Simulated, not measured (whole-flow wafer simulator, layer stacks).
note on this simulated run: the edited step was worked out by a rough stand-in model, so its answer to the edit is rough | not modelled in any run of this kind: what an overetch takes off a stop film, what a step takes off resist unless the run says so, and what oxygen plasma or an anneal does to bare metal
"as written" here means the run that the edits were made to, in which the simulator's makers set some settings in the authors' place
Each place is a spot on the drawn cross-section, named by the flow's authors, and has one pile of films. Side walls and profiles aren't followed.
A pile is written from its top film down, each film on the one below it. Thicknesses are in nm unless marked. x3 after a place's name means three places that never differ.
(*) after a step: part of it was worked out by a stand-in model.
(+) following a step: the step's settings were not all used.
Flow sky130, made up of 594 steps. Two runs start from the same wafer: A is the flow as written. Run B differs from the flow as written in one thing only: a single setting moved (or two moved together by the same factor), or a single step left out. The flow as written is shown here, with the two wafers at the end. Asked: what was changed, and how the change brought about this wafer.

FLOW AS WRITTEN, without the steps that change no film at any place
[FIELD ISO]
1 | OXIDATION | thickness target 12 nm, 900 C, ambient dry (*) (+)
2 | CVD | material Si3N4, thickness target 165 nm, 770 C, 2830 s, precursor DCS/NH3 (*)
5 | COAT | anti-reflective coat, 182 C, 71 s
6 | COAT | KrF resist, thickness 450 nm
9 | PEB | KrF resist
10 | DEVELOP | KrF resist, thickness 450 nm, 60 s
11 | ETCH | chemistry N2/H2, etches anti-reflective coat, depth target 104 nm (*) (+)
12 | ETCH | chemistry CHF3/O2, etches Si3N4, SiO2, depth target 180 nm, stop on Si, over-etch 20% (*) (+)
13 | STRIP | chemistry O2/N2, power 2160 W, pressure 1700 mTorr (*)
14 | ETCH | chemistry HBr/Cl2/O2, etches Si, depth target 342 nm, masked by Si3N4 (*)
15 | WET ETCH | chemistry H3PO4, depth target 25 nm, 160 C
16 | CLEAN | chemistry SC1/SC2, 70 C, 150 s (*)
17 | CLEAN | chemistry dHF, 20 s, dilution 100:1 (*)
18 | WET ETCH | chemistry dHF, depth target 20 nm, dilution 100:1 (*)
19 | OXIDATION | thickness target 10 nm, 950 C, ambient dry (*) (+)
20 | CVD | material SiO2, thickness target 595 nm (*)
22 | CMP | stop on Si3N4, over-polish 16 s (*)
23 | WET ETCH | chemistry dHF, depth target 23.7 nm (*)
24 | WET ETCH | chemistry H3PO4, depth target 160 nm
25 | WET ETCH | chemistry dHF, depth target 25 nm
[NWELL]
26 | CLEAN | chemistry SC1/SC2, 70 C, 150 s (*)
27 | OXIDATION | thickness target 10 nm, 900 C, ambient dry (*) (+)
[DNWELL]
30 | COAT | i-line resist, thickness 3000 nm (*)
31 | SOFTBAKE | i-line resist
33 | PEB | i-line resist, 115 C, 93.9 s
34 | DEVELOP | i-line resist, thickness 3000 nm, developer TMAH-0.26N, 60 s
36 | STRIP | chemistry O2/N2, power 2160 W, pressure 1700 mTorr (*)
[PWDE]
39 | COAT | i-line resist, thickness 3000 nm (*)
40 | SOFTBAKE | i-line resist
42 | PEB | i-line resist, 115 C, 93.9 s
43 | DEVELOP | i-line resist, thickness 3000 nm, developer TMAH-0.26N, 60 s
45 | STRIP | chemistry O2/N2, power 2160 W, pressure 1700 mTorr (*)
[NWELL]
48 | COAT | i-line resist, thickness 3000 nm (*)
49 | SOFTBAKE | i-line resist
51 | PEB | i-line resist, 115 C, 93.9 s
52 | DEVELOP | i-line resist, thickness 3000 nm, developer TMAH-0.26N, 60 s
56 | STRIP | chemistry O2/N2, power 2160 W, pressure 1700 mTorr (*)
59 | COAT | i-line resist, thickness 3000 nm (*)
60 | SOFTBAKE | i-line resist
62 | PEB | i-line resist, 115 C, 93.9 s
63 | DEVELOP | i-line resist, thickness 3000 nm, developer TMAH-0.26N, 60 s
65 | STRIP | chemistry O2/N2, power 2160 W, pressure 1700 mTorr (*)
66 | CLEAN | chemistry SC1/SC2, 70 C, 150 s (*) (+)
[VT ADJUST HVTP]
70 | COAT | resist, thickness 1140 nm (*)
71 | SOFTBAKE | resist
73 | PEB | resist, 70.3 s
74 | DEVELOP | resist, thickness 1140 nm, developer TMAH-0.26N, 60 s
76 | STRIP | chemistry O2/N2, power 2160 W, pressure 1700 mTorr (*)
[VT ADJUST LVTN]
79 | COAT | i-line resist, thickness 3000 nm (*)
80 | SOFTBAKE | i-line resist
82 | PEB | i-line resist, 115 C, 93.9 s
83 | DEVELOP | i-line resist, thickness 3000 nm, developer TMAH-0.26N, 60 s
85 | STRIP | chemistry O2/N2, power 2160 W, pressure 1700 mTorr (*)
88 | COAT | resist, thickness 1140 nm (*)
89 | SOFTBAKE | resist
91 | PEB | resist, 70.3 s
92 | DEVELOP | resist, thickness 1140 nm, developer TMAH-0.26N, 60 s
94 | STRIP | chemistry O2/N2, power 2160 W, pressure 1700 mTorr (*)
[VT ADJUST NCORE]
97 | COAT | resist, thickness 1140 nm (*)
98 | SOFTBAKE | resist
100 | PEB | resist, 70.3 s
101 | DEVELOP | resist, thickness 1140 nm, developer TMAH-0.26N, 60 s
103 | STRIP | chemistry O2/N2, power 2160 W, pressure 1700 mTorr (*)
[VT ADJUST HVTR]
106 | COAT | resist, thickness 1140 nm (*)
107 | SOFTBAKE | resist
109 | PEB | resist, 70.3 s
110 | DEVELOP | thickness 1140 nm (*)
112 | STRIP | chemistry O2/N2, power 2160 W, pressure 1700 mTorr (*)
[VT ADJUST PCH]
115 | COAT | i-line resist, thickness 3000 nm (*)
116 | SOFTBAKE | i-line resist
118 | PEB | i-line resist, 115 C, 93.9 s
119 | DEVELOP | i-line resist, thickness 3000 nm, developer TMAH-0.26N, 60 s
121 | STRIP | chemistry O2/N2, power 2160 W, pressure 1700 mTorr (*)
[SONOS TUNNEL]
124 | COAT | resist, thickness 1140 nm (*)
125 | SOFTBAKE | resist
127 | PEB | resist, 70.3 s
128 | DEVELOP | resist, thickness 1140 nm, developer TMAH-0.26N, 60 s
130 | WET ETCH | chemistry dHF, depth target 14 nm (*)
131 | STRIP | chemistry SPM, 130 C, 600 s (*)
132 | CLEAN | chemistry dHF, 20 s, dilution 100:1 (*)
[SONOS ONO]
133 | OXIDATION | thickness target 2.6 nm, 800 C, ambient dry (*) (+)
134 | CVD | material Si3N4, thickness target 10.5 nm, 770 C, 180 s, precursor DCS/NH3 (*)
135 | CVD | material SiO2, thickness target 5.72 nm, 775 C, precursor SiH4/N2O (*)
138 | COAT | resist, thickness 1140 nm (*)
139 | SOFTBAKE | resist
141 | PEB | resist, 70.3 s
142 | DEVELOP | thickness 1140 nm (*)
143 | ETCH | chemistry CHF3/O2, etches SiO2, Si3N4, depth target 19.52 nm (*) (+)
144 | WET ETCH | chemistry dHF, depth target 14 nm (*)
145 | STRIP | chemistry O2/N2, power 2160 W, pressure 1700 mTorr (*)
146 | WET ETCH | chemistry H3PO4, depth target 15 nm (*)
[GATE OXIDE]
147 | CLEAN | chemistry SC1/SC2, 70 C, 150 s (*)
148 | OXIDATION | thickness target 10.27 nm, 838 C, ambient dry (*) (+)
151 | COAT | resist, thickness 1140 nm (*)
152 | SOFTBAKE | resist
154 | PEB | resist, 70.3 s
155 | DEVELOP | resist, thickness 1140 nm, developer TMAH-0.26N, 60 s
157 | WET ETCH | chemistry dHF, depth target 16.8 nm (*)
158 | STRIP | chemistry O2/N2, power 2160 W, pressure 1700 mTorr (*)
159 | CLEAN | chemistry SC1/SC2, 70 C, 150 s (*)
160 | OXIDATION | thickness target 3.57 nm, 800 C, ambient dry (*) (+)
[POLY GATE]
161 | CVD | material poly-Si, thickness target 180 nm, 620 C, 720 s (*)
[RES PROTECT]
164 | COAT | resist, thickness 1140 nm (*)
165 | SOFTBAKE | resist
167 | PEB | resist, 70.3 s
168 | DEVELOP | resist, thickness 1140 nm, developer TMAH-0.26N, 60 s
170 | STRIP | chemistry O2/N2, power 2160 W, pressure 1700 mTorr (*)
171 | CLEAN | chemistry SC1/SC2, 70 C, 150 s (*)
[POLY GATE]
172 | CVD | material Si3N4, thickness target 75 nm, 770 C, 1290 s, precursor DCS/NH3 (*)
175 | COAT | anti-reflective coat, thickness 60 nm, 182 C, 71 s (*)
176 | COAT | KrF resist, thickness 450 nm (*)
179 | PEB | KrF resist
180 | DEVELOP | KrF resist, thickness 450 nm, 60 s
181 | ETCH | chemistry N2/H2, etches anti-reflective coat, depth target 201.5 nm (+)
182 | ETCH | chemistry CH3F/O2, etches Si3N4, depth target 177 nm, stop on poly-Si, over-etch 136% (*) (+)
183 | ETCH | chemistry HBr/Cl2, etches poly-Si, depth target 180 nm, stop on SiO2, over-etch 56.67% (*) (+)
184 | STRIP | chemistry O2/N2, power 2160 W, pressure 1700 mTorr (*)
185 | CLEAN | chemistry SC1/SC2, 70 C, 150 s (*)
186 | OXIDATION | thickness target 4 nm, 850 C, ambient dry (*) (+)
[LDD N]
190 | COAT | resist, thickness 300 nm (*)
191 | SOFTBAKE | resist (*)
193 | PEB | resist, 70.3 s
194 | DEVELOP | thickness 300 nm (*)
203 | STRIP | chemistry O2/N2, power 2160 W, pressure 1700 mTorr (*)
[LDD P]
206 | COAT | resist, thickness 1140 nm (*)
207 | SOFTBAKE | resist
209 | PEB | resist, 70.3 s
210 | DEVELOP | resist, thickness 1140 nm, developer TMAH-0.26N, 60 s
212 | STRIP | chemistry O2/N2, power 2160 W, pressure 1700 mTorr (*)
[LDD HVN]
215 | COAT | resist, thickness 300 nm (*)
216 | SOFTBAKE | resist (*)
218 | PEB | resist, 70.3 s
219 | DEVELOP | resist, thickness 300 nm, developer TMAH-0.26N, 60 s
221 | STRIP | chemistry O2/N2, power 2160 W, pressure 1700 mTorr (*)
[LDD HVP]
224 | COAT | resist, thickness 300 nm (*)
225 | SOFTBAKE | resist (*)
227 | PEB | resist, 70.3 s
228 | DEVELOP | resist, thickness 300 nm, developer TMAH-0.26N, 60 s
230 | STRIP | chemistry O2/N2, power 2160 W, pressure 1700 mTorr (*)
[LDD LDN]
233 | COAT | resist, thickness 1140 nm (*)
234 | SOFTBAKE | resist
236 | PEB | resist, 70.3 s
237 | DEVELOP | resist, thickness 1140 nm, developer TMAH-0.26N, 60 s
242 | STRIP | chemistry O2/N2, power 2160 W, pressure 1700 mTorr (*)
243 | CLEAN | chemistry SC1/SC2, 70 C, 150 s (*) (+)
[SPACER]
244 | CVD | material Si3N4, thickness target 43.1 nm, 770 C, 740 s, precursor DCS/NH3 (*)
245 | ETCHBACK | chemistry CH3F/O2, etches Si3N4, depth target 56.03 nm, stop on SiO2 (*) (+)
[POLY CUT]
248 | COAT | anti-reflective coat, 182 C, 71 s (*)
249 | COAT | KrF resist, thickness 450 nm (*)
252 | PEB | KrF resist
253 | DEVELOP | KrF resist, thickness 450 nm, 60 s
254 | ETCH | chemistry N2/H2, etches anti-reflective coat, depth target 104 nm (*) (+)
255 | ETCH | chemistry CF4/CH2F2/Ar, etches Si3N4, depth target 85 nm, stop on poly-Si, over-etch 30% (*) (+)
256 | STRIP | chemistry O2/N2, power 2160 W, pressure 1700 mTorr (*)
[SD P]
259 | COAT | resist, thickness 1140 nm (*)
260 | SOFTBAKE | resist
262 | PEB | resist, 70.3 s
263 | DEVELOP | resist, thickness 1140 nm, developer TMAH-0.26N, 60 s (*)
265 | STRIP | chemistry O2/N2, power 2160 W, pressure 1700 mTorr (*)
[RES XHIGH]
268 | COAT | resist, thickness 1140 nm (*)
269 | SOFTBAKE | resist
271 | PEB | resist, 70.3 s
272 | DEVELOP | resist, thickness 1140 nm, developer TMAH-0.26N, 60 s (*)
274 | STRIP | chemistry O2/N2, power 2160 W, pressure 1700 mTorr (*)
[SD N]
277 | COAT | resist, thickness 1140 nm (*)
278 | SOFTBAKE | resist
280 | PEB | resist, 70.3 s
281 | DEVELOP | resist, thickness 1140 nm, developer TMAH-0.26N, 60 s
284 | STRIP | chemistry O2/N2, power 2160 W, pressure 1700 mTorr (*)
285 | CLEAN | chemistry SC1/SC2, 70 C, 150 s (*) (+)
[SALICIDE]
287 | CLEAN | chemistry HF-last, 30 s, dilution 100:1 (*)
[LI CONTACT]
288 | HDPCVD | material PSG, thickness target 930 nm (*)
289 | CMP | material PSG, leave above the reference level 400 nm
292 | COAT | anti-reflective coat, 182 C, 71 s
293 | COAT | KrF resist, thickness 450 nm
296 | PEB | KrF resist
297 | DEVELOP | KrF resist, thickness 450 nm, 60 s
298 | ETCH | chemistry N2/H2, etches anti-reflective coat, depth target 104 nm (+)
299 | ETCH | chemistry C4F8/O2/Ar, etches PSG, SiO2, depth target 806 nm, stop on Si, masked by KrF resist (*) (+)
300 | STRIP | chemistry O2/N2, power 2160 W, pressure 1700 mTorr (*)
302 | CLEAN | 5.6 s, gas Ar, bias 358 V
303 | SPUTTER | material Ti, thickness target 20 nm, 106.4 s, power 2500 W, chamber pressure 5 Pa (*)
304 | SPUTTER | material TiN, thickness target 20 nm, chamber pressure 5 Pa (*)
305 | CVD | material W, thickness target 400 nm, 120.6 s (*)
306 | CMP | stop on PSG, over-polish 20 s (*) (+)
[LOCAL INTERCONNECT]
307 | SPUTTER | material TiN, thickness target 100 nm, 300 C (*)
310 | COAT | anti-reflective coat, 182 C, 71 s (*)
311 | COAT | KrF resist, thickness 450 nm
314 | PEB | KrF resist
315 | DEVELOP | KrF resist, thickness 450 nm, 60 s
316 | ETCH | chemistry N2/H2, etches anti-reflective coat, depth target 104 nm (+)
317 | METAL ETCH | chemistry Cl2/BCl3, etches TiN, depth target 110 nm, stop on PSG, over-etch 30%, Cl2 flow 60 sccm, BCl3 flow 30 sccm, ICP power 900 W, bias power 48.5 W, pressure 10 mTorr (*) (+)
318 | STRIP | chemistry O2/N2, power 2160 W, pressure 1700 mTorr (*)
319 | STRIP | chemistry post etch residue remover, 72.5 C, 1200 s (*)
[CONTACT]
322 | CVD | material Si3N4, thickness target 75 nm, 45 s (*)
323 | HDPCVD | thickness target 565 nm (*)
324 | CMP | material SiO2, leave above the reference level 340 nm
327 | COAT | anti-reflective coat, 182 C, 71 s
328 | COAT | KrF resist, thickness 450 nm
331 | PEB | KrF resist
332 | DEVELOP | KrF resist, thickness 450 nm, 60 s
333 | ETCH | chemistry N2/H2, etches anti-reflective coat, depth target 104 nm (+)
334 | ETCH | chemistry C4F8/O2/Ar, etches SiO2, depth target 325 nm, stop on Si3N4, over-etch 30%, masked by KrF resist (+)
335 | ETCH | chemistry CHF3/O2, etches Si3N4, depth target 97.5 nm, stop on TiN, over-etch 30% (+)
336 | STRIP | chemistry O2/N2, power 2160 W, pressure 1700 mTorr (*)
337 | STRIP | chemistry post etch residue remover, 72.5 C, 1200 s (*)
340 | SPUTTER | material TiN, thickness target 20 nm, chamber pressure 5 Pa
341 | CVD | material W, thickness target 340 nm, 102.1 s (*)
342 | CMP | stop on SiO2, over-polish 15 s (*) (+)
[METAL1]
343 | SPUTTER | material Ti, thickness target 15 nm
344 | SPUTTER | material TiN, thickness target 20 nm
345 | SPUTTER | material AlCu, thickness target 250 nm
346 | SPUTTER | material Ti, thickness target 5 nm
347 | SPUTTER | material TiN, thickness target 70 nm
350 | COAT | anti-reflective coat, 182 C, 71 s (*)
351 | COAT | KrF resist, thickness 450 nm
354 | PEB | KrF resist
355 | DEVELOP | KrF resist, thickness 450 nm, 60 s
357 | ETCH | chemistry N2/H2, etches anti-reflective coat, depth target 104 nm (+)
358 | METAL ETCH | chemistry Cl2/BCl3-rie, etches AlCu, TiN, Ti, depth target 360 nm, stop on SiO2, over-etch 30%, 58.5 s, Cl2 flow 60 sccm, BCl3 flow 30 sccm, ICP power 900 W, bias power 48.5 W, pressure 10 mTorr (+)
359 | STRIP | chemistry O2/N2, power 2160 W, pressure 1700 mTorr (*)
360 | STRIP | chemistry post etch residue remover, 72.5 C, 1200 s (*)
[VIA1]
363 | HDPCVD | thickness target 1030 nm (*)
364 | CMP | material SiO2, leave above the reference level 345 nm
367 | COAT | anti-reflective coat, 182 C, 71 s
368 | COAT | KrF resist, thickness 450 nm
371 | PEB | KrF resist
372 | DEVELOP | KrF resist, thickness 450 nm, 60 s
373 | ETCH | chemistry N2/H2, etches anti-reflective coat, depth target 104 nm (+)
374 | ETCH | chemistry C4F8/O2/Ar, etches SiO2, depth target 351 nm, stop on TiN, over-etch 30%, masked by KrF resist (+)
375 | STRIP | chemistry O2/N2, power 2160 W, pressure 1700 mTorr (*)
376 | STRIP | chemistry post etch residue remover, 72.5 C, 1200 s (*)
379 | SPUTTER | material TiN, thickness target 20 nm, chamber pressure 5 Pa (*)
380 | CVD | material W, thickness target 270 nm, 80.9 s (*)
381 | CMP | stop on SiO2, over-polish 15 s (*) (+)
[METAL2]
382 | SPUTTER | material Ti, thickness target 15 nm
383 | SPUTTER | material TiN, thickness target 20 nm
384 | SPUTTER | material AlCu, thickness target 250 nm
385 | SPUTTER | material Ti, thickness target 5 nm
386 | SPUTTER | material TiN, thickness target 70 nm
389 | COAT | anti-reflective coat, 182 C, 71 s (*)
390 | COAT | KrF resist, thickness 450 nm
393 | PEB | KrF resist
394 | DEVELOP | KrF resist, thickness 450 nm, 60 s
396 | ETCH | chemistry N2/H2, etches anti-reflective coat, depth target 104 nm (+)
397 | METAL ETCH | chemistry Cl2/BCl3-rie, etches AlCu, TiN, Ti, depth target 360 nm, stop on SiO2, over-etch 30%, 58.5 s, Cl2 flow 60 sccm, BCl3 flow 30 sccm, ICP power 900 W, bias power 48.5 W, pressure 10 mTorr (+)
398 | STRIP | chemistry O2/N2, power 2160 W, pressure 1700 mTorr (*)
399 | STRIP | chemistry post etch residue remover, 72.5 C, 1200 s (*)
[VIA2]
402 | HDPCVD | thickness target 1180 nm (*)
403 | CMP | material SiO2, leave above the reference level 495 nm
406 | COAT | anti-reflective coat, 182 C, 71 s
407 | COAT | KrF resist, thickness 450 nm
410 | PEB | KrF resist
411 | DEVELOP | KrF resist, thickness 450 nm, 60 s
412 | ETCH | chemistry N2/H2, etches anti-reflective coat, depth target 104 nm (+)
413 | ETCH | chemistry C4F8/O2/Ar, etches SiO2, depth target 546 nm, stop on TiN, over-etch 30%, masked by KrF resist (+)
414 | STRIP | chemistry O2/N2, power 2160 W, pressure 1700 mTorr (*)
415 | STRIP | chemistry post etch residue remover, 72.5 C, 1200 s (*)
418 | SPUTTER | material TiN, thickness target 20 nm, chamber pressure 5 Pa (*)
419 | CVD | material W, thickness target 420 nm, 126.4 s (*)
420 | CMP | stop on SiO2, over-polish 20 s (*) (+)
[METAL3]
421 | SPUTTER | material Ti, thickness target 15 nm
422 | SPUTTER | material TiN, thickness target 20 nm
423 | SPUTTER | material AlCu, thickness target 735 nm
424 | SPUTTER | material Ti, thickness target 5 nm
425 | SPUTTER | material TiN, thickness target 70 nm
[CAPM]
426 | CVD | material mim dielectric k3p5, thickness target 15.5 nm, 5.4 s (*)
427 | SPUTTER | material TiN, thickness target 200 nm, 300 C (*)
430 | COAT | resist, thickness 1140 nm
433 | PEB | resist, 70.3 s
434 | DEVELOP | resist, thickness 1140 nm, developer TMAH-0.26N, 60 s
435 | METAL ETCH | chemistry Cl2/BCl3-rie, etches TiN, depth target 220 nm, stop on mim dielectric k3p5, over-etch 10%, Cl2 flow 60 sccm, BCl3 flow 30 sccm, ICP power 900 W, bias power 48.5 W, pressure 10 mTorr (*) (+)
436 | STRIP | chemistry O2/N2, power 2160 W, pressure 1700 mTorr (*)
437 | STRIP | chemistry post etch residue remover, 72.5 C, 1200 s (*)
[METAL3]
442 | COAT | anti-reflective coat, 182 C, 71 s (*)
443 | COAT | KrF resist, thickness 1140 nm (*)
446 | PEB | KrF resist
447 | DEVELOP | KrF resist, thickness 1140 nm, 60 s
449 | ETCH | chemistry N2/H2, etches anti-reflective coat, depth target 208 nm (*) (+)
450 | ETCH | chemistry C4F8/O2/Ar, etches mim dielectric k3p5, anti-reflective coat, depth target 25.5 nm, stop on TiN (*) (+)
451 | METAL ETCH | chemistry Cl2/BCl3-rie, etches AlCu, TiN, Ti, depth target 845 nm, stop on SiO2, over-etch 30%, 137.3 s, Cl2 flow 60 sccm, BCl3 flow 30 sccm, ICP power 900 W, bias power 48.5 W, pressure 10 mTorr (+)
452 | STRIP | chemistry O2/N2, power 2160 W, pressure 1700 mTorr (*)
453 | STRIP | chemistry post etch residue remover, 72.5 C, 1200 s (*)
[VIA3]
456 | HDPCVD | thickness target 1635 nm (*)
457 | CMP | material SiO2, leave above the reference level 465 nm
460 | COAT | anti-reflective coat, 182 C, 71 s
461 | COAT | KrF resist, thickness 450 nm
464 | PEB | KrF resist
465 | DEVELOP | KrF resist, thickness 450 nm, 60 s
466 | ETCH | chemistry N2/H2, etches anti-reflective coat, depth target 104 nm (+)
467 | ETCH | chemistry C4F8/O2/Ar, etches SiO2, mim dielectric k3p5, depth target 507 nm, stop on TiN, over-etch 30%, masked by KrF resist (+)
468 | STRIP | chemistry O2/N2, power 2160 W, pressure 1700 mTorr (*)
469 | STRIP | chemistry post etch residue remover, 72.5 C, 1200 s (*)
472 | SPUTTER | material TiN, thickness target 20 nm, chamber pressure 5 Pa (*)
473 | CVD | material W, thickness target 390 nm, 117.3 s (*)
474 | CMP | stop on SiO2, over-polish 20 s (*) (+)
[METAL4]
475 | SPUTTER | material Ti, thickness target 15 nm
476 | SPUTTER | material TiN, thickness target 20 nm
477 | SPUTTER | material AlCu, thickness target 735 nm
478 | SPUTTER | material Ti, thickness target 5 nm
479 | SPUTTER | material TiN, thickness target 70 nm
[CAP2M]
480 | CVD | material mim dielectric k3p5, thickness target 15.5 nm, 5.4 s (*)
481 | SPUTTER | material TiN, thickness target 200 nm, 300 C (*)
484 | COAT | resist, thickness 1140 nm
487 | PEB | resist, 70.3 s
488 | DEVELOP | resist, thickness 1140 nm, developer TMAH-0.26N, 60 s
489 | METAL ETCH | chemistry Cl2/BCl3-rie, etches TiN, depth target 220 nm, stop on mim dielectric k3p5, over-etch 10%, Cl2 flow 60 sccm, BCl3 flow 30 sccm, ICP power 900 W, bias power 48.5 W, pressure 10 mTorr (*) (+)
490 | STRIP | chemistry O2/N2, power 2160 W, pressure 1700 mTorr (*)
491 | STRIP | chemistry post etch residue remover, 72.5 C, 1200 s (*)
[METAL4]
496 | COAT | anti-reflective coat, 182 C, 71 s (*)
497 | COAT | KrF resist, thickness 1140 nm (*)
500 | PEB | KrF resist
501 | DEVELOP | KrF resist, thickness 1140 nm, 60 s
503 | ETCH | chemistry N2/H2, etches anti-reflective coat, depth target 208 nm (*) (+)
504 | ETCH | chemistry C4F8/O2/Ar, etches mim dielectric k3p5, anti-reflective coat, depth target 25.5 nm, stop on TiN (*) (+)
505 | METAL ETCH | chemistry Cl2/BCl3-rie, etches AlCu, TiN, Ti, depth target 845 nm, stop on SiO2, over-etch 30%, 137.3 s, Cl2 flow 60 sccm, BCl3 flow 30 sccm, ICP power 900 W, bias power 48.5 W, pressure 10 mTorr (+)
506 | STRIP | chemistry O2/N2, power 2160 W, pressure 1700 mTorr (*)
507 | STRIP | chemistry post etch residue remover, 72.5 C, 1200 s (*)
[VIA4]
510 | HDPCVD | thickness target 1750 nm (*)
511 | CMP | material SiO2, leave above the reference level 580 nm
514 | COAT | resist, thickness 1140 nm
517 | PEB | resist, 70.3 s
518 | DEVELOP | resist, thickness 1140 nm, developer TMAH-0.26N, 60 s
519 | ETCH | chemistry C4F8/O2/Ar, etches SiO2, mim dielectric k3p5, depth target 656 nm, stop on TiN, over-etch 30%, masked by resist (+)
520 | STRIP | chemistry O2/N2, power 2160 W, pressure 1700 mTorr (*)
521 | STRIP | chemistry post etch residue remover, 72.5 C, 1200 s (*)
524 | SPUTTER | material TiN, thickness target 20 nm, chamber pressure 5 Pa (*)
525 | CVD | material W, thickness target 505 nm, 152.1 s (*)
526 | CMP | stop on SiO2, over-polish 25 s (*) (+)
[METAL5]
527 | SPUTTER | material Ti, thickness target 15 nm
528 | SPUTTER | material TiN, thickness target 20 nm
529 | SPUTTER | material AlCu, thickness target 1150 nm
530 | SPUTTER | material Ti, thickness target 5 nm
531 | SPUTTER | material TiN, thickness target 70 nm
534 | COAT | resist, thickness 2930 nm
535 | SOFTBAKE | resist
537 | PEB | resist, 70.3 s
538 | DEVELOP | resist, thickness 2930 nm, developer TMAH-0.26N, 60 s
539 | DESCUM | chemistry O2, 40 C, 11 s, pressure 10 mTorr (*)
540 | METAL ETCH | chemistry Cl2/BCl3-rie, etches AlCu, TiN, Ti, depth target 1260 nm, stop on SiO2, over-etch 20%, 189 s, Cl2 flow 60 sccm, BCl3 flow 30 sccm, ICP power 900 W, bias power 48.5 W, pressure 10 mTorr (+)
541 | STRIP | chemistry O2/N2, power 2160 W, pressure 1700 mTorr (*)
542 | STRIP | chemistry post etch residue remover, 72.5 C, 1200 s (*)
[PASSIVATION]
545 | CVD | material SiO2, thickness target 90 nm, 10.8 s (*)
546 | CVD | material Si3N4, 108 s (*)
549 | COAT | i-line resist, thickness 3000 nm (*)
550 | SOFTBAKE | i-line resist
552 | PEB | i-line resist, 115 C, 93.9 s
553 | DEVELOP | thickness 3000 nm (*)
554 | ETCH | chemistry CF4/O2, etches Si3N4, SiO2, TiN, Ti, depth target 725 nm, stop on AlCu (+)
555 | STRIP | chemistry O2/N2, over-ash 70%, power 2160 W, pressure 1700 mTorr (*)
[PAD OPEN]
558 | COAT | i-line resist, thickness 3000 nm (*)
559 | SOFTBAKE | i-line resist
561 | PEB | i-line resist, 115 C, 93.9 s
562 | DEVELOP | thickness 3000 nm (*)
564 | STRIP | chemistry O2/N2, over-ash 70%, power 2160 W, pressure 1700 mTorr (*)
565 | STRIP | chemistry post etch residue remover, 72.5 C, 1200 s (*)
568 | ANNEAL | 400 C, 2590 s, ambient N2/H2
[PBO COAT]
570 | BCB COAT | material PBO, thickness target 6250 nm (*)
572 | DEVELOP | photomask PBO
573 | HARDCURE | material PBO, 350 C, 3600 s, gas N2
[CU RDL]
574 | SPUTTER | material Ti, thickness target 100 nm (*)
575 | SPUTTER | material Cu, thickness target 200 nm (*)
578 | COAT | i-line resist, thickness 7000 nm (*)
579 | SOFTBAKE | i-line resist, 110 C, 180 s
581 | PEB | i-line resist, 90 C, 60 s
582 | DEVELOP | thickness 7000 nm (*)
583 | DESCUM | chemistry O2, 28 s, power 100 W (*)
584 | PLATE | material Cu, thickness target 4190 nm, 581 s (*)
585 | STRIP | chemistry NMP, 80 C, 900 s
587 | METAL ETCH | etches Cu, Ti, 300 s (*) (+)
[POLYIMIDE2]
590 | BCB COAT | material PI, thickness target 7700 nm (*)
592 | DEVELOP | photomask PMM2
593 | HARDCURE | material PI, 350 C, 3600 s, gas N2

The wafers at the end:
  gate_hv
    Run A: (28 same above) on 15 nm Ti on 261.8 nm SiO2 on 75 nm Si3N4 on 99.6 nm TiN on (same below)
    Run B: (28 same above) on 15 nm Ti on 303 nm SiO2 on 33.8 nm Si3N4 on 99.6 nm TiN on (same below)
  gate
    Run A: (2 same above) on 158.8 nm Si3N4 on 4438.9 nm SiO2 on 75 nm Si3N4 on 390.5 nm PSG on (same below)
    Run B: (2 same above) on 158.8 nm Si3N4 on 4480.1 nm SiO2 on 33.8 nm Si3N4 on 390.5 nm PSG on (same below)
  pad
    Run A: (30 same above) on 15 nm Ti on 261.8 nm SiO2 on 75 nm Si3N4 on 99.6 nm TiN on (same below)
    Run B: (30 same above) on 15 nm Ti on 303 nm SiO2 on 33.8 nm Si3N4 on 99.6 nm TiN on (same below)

What caused this: step 322, CVD: thickness target 33.8 nm was run, while the flow as written has thickness target 75 nm; step 322, CVD: 20.2 s was run, where the flow has 45 s.
The wafer lets one read it off: gate_hv has Si3N4 33.8, and step 322 as written asks for 75 nm.

Step by step, how the change led to this:
  322 | CVD | material Si3N4, thickness target 75 nm, 45 s (*)
      field, active, n_well and 188 more: A +75 Si3N4 (new film) | B +33.8 Si3N4 (new film)
  324 | CMP | material SiO2, leave above the reference level 340 nm
      n_well, p_well, gate_hv and 93 more: A -300 SiO2 | B -258.8 SiO2
      field, active, gate and 88 more: A -200.4 SiO2 | B -159.2 SiO2
      (as well as at 4 more places)
  334 | ETCH | chemistry C4F8/O2/Ar, etches SiO2, depth target 325 nm, stop on Si3N4, over-etch 30%, masked by KrF resist (+)
      poly_licon, ndiff_licon, ndiff_licon_cpp, rpo_hd_licon: A -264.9 SiO2 (all of it) | B -306.1 SiO2 (all of it)
  335 | ETCH | chemistry CHF3/O2, etches Si3N4, depth target 97.5 nm, stop on TiN, over-etch 30% (+)
      field, active, n_well and 184 more: A -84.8 KrF resist | B -38.2 KrF resist
      poly_licon, ndiff_licon, ndiff_licon_cpp, rpo_hd_licon: A -75 Si3N4 (all of it) | B -33.8 Si3N4 (all of it)
  336 | STRIP | chemistry O2/N2, power 2160 W, pressure 1700 mTorr (*)
      field, active, n_well and 184 more: A -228 KrF resist (all of it), -80 anti-reflective coat (all of it) | B -274.6 KrF resist (all of it), -80 anti-reflective coat (all of it)
